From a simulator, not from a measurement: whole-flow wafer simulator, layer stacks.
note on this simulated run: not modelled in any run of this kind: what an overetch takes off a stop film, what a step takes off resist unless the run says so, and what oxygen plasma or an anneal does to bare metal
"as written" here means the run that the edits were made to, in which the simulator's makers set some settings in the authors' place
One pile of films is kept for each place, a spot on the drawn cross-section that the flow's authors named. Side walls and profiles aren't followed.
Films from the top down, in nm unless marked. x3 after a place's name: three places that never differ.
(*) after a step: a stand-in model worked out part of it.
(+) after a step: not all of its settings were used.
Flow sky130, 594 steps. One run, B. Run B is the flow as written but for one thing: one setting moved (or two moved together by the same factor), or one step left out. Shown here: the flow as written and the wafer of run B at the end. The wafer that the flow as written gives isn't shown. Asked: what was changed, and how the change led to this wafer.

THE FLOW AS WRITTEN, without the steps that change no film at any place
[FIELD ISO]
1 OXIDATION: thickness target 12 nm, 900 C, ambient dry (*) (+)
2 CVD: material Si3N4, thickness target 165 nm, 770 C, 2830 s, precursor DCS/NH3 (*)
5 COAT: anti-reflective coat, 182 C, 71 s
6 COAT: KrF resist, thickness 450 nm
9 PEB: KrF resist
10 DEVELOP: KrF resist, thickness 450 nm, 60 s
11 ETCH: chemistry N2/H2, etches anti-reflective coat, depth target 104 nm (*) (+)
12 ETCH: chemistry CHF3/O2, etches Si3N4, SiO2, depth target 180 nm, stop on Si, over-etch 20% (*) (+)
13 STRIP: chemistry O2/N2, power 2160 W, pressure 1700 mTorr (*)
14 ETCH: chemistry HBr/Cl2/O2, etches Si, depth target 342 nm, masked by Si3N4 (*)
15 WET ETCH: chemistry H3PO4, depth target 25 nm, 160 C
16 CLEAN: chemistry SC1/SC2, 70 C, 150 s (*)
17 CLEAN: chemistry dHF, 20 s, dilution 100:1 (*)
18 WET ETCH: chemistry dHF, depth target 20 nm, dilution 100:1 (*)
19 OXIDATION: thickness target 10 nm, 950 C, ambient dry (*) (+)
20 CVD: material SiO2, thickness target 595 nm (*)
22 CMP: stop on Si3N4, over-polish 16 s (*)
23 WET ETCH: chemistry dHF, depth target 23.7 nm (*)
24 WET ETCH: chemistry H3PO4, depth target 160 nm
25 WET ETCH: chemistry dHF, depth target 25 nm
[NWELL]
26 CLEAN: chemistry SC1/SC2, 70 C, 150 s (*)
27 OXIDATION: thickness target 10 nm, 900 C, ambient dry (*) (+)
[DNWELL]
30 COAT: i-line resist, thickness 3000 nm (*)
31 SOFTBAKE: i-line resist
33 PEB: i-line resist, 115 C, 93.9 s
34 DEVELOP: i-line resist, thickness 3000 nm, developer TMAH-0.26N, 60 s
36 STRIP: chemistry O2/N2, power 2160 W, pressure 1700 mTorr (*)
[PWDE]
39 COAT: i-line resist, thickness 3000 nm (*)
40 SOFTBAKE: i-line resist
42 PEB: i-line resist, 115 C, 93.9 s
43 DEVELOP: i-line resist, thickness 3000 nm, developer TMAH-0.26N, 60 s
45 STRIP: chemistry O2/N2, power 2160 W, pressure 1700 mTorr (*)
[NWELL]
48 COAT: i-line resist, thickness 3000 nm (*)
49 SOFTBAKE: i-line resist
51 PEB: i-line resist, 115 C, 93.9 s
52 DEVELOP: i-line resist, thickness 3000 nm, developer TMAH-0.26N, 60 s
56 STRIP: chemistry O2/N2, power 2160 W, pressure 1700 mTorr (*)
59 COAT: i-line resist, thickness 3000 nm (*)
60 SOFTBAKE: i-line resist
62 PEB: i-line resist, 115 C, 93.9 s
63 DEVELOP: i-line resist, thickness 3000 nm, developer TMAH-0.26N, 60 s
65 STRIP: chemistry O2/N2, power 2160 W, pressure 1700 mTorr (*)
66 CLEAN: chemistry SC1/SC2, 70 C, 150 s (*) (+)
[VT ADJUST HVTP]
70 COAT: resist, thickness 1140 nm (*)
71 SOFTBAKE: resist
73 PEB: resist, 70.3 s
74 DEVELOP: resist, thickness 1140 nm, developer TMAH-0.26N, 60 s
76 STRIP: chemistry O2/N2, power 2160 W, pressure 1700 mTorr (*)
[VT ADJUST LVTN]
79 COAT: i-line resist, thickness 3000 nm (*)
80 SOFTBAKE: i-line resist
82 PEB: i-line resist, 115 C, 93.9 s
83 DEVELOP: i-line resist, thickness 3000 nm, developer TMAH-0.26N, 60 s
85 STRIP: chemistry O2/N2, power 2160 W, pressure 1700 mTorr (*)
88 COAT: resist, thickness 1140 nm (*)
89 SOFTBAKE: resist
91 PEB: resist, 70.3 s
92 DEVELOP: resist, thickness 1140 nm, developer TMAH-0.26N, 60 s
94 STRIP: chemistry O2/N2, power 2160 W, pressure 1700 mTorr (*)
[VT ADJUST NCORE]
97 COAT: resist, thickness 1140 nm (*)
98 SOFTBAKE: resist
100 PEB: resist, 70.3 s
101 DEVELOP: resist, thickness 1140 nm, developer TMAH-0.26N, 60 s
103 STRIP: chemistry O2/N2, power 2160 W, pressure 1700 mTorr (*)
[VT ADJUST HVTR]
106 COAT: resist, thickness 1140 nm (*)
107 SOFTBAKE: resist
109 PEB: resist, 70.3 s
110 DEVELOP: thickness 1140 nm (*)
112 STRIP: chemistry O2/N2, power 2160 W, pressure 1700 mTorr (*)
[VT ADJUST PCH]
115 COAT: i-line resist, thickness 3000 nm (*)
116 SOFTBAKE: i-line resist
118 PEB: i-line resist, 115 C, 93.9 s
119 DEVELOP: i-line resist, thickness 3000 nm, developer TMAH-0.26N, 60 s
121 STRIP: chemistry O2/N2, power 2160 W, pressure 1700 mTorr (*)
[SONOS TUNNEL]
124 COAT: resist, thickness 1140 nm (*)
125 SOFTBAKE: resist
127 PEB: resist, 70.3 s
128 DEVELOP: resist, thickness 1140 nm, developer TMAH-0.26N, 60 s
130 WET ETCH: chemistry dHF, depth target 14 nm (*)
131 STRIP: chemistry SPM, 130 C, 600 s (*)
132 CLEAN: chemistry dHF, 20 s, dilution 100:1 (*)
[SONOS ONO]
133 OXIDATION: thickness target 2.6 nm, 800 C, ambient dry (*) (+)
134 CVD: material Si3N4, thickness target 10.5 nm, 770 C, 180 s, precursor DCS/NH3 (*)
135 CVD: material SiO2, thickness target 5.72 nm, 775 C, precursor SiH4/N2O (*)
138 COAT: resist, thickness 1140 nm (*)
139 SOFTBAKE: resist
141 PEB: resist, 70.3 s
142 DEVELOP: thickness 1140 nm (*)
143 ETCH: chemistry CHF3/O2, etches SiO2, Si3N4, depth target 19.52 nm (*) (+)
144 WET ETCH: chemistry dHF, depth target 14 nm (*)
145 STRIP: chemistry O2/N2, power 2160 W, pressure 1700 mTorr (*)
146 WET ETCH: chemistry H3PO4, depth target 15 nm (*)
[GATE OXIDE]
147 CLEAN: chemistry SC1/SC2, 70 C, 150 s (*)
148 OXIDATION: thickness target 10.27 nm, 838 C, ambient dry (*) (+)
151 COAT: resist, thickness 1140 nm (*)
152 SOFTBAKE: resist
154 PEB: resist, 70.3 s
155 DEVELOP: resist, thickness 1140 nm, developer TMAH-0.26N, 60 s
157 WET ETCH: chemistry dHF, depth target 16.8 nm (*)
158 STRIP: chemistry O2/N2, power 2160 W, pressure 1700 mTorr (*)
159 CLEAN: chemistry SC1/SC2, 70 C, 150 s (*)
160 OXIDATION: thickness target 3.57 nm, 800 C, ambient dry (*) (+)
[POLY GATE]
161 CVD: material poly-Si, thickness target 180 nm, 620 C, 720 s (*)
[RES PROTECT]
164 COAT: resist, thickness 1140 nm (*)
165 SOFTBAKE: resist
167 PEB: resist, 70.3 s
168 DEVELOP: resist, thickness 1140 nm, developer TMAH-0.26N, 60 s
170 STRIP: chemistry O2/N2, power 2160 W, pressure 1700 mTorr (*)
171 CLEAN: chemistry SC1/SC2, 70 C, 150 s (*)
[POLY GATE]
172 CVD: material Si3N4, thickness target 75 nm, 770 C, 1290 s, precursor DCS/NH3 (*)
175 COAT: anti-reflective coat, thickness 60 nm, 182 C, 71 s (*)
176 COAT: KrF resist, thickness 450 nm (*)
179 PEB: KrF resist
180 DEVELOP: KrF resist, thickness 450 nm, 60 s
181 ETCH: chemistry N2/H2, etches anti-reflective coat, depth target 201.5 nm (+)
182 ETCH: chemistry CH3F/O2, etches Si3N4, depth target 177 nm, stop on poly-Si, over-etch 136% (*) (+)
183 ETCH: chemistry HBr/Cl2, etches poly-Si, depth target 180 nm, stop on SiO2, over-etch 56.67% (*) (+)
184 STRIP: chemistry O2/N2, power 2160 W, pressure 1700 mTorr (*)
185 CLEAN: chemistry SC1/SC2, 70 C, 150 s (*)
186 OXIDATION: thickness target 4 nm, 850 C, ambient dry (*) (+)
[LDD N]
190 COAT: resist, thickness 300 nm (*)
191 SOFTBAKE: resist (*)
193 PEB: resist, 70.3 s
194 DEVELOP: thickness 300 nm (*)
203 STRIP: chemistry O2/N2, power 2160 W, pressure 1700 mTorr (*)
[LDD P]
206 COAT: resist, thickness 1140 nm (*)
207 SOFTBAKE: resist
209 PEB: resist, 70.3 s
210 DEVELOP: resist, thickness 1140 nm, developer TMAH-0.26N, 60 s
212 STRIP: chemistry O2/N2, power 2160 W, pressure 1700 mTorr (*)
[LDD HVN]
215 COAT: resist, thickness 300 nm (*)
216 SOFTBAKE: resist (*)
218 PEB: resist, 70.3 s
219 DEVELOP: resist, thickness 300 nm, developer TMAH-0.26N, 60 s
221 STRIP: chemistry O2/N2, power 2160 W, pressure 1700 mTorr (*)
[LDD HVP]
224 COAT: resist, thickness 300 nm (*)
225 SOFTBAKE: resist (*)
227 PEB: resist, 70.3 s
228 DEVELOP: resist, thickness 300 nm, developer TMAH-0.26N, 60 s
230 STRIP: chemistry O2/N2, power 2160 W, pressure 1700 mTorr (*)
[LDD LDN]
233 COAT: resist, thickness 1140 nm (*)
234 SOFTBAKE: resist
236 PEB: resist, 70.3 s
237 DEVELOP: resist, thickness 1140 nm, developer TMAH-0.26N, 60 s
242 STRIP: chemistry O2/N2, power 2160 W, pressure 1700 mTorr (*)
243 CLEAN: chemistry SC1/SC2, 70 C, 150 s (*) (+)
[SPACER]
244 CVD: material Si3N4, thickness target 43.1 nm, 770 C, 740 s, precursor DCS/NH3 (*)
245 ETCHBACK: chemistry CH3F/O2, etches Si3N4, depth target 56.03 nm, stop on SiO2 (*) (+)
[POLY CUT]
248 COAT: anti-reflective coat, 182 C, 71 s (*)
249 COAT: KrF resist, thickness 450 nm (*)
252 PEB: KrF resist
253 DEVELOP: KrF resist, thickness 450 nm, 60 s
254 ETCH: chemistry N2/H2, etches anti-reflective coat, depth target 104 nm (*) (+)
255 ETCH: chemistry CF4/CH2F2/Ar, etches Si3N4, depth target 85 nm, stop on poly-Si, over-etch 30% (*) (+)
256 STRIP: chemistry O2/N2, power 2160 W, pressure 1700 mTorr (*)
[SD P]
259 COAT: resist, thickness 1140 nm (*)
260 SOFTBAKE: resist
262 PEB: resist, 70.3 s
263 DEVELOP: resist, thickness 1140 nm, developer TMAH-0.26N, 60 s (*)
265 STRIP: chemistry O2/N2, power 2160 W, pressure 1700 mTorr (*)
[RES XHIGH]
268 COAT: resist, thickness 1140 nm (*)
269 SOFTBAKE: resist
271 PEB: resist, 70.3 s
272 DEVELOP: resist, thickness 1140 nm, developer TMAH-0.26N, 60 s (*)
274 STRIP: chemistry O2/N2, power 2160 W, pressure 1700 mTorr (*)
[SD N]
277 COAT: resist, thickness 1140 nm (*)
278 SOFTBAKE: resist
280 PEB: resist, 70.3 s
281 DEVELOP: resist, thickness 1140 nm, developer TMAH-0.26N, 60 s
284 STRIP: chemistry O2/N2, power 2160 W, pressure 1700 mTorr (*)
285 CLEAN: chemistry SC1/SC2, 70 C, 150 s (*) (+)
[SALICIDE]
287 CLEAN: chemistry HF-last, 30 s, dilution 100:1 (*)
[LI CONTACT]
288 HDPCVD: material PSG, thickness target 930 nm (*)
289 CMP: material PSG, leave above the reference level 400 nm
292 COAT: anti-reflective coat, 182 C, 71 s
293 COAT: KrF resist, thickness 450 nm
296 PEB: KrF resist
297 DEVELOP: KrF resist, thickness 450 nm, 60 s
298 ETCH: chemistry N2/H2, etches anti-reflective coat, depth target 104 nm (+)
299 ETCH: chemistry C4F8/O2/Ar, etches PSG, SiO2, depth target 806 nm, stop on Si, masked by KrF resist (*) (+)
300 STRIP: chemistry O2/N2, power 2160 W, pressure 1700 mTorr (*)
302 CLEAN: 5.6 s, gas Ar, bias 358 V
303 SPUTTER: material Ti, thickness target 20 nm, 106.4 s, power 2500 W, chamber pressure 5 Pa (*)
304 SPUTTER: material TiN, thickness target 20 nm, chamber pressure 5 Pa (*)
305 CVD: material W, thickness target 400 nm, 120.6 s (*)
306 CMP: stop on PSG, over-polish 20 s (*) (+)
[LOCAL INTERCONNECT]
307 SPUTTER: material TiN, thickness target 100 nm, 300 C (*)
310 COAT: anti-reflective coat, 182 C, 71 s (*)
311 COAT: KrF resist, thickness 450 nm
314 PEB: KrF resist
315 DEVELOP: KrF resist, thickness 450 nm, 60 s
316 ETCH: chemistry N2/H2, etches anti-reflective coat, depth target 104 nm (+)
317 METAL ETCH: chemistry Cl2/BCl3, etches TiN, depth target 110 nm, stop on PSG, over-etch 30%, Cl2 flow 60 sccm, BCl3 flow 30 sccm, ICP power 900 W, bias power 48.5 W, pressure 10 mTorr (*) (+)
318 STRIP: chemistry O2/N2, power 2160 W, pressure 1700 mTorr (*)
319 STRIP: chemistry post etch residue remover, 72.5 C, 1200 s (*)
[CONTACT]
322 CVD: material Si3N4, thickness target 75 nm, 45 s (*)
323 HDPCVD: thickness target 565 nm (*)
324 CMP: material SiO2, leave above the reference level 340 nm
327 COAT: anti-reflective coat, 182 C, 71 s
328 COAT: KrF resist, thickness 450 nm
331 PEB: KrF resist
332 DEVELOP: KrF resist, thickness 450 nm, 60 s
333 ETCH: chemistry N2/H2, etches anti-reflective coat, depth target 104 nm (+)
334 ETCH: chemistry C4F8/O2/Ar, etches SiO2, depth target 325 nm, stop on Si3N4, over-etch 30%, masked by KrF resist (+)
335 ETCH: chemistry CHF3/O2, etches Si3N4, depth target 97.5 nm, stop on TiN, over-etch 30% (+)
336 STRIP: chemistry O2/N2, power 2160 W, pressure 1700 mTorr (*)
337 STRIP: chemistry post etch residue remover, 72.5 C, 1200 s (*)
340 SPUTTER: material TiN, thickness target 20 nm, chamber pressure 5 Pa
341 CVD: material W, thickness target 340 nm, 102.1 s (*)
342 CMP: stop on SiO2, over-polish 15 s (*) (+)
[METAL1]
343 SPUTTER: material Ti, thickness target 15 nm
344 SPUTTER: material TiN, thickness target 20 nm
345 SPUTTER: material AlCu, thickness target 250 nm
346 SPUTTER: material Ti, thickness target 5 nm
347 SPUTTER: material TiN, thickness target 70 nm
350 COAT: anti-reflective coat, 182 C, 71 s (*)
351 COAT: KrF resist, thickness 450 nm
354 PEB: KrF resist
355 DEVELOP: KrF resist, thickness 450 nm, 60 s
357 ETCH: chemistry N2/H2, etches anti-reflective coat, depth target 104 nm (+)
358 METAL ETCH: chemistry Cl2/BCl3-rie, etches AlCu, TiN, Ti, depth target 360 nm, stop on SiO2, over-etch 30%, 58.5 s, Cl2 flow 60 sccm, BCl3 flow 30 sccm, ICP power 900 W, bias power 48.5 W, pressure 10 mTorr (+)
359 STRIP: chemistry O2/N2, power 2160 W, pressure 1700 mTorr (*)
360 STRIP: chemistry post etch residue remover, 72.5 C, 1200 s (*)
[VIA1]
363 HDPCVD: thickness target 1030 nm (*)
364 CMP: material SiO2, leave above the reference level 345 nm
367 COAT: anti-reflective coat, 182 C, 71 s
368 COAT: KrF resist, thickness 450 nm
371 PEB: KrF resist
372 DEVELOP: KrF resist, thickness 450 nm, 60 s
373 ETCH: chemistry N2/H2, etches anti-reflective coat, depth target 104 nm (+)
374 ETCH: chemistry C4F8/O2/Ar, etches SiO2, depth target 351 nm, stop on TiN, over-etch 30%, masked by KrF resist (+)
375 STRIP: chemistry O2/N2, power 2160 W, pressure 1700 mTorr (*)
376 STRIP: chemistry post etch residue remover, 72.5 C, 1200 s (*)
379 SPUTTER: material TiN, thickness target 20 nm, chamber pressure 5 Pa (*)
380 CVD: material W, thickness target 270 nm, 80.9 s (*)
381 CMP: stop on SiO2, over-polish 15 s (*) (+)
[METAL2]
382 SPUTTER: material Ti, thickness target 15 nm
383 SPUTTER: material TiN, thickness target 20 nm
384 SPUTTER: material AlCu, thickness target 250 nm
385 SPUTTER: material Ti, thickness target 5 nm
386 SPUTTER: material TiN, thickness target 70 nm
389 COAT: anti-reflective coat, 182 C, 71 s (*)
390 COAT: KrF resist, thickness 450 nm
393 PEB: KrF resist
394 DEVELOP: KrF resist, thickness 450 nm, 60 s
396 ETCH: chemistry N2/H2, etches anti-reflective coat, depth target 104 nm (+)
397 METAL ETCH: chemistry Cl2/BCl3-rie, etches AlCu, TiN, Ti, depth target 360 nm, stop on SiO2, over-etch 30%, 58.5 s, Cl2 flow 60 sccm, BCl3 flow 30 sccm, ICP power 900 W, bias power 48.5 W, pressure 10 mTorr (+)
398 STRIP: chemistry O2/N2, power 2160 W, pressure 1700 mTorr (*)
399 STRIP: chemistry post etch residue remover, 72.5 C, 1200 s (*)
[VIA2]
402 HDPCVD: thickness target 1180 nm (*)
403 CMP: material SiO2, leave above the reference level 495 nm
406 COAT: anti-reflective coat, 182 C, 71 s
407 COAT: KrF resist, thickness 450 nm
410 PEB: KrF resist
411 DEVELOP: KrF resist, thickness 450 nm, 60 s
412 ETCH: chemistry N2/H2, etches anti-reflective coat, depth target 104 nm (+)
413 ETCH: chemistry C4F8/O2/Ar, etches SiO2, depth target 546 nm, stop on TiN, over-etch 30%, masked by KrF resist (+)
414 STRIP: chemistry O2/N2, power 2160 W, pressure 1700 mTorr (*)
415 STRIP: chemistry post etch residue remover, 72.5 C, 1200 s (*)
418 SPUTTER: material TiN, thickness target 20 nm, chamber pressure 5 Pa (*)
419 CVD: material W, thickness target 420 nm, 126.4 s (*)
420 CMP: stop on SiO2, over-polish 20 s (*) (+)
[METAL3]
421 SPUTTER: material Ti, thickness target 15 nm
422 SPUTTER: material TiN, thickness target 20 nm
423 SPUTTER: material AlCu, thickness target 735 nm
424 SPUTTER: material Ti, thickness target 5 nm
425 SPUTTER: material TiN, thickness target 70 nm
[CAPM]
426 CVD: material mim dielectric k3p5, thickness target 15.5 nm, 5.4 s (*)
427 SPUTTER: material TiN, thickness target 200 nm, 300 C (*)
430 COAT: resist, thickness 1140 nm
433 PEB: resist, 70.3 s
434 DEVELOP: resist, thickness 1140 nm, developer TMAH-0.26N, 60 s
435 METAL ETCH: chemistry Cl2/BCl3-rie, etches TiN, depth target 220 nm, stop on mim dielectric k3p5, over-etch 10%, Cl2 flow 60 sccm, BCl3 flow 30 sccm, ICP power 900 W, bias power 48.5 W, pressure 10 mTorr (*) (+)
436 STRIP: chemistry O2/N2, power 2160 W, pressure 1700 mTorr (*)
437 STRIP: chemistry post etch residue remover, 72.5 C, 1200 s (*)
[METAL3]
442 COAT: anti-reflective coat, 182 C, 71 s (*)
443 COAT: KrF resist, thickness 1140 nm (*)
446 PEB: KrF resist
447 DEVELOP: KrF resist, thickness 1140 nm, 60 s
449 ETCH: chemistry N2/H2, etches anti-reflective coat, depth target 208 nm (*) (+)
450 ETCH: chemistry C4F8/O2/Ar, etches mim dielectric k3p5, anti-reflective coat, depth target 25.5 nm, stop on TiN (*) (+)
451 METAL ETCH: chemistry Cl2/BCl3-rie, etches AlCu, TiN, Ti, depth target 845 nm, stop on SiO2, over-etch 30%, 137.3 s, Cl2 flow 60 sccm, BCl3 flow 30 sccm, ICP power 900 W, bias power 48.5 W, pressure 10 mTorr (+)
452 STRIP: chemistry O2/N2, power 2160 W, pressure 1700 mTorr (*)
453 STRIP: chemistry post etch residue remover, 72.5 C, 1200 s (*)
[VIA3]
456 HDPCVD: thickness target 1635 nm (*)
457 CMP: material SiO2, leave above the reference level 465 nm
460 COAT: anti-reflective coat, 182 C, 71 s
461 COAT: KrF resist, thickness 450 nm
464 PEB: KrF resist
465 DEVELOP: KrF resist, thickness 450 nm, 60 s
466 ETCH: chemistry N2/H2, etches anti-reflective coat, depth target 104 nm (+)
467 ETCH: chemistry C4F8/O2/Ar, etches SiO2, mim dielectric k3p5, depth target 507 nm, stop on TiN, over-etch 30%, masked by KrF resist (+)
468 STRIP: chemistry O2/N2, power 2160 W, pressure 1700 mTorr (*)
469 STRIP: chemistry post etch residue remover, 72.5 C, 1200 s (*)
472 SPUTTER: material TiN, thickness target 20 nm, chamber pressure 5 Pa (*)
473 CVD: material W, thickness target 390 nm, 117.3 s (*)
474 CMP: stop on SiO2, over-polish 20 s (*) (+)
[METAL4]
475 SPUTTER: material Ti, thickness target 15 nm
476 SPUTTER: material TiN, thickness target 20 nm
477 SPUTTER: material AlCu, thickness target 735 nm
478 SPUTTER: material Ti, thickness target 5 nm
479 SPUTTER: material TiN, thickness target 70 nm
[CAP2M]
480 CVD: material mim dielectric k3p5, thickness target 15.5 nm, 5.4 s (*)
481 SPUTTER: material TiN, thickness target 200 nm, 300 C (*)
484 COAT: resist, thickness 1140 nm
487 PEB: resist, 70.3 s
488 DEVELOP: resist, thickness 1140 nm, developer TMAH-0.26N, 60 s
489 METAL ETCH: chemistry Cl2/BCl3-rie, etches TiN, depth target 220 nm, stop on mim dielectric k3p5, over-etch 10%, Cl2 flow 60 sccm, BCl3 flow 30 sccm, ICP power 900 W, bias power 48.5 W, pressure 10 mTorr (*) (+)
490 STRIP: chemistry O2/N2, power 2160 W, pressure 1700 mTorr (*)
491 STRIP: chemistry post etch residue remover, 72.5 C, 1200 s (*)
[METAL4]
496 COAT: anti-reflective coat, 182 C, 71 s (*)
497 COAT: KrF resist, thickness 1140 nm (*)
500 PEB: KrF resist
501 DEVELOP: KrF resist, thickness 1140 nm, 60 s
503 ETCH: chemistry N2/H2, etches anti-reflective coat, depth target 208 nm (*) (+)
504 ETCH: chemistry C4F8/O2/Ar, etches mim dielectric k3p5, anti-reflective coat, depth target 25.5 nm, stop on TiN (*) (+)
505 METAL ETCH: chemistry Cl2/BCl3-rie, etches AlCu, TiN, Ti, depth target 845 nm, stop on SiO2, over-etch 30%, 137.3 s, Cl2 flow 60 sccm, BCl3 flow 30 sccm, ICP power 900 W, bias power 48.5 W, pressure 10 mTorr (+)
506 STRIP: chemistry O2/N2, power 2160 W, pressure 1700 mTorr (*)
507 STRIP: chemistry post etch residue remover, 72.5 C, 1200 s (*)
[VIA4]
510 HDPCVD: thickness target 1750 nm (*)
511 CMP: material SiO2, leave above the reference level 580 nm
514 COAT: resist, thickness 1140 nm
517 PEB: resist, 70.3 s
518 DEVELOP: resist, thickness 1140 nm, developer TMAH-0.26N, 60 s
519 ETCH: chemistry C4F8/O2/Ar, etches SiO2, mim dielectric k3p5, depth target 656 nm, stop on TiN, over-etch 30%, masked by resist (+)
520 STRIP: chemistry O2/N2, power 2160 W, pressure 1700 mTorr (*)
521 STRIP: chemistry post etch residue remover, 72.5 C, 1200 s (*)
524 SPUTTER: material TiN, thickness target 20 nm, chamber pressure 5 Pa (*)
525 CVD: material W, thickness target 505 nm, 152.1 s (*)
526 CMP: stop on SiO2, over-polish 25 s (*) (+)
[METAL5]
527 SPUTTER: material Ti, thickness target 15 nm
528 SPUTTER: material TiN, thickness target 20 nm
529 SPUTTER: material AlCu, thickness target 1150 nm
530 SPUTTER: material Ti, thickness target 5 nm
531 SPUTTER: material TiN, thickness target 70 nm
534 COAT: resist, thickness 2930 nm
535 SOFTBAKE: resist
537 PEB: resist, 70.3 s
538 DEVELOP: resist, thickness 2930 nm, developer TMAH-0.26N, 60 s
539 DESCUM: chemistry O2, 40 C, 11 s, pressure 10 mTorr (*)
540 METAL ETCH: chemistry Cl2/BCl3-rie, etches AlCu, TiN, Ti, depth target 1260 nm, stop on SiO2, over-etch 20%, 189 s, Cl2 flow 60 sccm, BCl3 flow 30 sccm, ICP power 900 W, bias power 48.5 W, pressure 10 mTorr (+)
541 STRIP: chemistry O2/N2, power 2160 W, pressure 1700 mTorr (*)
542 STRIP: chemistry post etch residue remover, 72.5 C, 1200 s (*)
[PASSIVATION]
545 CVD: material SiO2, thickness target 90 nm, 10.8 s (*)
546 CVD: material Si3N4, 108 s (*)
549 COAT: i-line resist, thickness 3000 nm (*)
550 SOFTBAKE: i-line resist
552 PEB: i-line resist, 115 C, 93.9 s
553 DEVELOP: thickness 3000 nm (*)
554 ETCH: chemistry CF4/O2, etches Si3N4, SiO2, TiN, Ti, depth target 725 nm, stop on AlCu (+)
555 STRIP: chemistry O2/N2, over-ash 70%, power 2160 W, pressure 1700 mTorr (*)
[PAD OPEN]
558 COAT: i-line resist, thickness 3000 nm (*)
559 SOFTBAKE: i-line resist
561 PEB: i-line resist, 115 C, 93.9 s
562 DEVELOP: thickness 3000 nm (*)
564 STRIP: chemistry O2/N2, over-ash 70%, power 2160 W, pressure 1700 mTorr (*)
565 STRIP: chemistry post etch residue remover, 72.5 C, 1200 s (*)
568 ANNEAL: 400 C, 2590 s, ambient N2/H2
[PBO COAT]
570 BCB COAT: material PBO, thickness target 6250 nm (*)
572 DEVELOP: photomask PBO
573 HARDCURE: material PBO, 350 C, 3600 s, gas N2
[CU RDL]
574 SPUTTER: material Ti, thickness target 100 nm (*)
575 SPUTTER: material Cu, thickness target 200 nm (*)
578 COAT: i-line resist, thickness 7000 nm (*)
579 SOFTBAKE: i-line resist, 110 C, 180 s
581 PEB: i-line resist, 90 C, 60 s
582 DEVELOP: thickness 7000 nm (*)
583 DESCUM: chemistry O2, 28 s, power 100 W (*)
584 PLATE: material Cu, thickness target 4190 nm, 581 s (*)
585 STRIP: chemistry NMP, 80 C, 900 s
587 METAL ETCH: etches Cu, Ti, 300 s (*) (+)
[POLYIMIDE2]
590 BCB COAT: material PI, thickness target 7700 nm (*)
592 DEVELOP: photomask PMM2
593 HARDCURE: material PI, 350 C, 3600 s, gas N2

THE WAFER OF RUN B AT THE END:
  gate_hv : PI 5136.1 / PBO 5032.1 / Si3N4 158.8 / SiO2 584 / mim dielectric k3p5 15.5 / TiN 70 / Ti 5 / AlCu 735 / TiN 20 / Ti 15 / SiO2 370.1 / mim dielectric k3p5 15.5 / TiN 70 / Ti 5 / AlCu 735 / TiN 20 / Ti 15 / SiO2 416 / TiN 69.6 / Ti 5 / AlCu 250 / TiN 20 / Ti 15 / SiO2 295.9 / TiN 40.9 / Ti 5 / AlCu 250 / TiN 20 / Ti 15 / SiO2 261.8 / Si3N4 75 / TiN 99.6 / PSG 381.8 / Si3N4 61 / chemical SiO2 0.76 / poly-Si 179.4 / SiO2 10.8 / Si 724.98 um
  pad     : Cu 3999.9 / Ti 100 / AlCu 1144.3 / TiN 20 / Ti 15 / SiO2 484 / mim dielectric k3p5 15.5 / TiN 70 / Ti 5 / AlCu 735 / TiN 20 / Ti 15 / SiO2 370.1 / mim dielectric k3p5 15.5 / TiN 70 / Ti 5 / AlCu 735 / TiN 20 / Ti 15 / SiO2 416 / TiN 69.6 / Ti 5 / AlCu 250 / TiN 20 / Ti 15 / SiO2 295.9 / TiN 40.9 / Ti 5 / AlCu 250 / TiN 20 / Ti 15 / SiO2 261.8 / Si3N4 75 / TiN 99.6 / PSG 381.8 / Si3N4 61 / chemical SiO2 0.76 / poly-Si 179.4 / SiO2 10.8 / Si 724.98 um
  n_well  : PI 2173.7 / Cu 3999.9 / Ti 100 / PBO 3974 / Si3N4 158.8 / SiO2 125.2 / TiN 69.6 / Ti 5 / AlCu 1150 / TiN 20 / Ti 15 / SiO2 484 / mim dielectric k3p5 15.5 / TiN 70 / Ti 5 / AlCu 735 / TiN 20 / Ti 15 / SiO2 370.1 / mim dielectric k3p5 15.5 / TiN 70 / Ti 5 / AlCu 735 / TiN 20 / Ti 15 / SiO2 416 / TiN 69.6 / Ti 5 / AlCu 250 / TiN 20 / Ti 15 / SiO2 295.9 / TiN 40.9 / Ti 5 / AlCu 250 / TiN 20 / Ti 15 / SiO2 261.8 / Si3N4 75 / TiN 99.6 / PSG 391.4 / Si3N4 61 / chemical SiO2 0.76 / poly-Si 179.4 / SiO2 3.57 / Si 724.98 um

The cause: step 347, SPUTTER: thickness target 41.3 nm was run, where the flow has thickness target 70 nm.

How the change led to this, step by step:
  347 SPUTTER: material TiN, thickness target 70 nm
      field, active, n_well and 188 more: TiN +41.3 (new film) (as written it would be: TiN +70 (new film))
  358 METAL ETCH: chemistry Cl2/BCl3-rie, etches AlCu, TiN, Ti, depth target 360 nm, stop on SiO2, over-etch 30%, 58.5 s, Cl2 flow 60 sccm, BCl3 flow 30 sccm, ICP power 900 W, bias power 48.5 W, pressure 10 mTorr (+)
      field, active, gate and 81 more: TiN -40 (all of it), Ti -5 (all of it), AlCu -250 (all of it), TiN -20 (all of it), Ti -15 (all of it), SiO2 -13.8 (as written it would be: TiN -68.7 (all of it), Ti -5 (all of it), AlCu -250 (all of it), TiN -20 (all of it), Ti -15 (all of it), SiO2 -10.9)
  364 CMP: material SiO2, leave above the reference level 345 nm
      n_well, p_well, gate_hv and 100 more: SiO2 -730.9 (as written it would be: SiO2 -759.6)
      poly_licon, ndiff_licon, ndiff_licon_cpp, rpo_hd_licon: SiO2 -730.3 (as written it would be: SiO2 -759)
  374 ETCH: chemistry C4F8/O2/Ar, etches SiO2, depth target 351 nm, stop on TiN, over-etch 30%, masked by KrF resist (+)
      m1, via1_hole: SiO2 -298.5 (all of it) (as written it would be: SiO2 -269.8 (all of it))
  379 SPUTTER: material TiN, thickness target 20 nm, chamber pressure 5 Pa (*)
      m1: TiN +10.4 (as written it would be: TiN +11)
  380 CVD: material W, thickness target 270 nm, 80.9 s (*)
      m1, via1_hole: W +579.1 (new film) (as written it would be: W +549.9 (new film))
